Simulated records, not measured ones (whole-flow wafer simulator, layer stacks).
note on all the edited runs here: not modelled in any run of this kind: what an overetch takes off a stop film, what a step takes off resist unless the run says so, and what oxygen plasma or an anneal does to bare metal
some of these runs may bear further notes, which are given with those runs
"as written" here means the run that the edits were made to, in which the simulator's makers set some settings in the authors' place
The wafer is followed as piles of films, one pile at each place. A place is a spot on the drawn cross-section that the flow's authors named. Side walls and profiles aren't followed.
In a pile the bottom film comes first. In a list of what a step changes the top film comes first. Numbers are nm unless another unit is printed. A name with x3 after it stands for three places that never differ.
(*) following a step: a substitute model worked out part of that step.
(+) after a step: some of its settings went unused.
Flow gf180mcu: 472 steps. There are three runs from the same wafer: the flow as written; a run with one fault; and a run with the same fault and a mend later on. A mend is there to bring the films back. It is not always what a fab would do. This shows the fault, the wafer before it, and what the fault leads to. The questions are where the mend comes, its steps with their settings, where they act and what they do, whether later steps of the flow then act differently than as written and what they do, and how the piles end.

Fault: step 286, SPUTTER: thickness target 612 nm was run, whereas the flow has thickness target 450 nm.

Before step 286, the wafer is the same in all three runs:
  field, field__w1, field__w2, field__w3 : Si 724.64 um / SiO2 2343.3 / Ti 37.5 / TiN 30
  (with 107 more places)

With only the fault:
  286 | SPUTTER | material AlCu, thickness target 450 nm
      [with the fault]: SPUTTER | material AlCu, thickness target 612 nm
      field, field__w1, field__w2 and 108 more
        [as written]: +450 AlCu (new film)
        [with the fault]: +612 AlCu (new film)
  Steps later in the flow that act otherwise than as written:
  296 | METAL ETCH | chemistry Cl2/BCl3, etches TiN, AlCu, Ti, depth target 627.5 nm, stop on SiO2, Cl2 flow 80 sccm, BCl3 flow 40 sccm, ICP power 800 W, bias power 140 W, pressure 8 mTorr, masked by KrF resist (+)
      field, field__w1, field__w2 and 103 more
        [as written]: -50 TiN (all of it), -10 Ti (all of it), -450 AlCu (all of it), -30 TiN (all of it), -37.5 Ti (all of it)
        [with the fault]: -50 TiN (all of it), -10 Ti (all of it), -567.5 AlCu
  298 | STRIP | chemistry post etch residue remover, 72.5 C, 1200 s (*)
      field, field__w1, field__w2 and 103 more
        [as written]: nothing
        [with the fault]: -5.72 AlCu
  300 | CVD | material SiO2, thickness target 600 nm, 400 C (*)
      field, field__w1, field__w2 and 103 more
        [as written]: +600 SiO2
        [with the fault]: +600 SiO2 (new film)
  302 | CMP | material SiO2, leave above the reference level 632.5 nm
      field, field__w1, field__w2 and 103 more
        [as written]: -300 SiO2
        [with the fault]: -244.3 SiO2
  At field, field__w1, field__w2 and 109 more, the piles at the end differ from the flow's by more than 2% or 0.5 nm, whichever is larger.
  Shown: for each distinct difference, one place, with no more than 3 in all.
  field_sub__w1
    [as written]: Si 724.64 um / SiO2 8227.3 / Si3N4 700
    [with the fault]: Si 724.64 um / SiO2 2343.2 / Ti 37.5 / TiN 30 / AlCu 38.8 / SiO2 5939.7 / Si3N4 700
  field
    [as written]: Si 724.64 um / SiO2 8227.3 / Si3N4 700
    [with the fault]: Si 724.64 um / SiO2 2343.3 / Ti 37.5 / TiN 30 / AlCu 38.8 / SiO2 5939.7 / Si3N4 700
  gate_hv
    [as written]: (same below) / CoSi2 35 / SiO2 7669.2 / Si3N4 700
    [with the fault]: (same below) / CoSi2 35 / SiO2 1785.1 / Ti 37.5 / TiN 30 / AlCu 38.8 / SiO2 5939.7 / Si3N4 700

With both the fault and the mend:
  The mend stands after step 286.
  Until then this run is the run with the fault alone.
  286a | METAL ETCH | chemistry Cl2/BCl3, etches TiN, AlCu, Ti, depth target 162 nm, Cl2 flow 80 sccm, BCl3 flow 40 sccm, ICP power 800 W, bias power 140 W, pressure 8 mTorr (the flow's step 260 again, with other settings)
      field, field__w1, field__w2 and 108 more
        -162 AlCu
  Every later step of the flow that is run acts as written at every place that is followed.
  At every place that both follow, the piles at the end match the flow's.
